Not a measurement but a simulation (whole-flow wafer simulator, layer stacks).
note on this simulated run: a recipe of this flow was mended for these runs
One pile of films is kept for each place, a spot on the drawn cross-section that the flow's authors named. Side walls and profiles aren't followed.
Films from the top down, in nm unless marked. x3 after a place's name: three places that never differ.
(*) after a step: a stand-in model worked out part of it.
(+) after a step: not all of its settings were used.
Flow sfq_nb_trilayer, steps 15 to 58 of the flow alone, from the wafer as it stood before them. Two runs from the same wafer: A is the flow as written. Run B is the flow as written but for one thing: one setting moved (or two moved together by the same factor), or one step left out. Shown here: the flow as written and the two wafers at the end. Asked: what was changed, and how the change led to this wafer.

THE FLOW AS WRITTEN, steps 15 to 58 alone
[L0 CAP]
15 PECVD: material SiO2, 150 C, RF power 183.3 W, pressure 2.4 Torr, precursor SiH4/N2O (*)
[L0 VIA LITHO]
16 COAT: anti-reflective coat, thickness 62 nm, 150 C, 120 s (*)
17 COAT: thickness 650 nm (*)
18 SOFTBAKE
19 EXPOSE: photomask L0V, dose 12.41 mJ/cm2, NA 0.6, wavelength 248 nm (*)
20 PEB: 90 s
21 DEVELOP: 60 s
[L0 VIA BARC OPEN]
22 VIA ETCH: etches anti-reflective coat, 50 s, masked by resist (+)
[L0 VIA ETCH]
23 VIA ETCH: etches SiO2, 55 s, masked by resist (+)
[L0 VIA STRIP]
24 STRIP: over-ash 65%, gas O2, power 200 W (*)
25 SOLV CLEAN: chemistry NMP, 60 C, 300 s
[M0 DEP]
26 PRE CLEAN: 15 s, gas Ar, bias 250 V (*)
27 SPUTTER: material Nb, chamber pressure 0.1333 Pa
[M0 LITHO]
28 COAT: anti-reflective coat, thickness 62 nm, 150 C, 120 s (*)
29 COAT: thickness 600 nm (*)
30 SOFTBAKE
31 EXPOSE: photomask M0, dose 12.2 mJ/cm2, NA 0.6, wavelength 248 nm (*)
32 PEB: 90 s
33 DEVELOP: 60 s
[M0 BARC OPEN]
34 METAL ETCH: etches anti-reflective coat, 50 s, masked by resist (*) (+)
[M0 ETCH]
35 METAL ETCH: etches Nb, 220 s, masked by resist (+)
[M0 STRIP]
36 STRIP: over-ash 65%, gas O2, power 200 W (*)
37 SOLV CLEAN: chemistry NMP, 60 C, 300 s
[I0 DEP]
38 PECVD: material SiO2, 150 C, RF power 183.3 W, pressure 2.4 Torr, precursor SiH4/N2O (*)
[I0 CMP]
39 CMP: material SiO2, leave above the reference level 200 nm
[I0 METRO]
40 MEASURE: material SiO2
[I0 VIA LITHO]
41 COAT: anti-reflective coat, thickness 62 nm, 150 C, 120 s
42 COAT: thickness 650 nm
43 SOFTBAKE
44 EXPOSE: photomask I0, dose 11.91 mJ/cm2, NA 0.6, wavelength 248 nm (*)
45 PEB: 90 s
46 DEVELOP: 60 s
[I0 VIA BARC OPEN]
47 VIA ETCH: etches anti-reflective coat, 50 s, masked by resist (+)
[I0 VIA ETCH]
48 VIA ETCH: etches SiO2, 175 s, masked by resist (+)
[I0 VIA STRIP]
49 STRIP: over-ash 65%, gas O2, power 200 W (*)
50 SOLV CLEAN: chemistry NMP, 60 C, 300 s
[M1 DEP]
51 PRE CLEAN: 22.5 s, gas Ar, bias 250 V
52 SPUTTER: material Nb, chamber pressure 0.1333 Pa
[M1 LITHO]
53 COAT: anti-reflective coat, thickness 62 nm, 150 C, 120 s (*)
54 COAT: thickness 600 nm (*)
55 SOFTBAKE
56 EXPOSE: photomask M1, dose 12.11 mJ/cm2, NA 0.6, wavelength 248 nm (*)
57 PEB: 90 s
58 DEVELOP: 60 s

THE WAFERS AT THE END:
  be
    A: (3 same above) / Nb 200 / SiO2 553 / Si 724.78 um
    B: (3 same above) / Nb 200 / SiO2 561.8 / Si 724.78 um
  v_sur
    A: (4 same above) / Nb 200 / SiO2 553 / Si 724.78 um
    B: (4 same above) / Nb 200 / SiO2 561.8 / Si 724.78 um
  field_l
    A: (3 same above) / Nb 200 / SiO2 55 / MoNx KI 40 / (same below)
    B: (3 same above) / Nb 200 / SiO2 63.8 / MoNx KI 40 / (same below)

The cause: step 15, PECVD: pressure 1.54 Torr was run, where the flow has pressure 2.4 Torr.

How the change led to this, step by step:
  15 PECVD: material SiO2, 150 C, RF power 183.3 W, pressure 2.4 Torr, precursor SiH4/N2O (*)
      v_sur, via_wl, via_w and 97 more: A SiO2 +60 | B SiO2 +68.8
      field_l, l0_sur, l0v, l0r_line_l, l0r_line_c, l0r_line_r: A SiO2 +60 (new film) | B SiO2 +68.8 (new film)
  23 VIA ETCH: etches SiO2, 55 s, masked by resist (+)
      l0v: A SiO2 -59.7 (all of it), MoNx KI -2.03 | B SiO2 -68.4 (all of it), MoNx KI -1.16
  28 COAT: anti-reflective coat, thickness 62 nm, 150 C, 120 s (*)
      l0_sur: A anti-reflective coat +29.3 (new film) | B anti-reflective coat +26.9 (new film)
      l0v: A anti-reflective coat +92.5 (new film) | B anti-reflective coat +95.5 (new film)
  36 STRIP: over-ash 65%, gas O2, power 200 W (*)
      l0_sur: A KrF-resist-other-grade -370 (all of it), anti-reflective coat -29.3 (all of it) | B KrF-resist-other-grade -371 (all of it), anti-reflective coat -26.9 (all of it)
      l0v: A KrF-resist-other-grade -374.1 (all of it), anti-reflective coat -92.5 (all of it) | B KrF-resist-other-grade -378.6 (all of it), anti-reflective coat -95.5 (all of it)
  39 CMP: material SiO2, leave above the reference level 200 nm
      l0v: A SiO2 -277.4 | B SiO2 -268.2
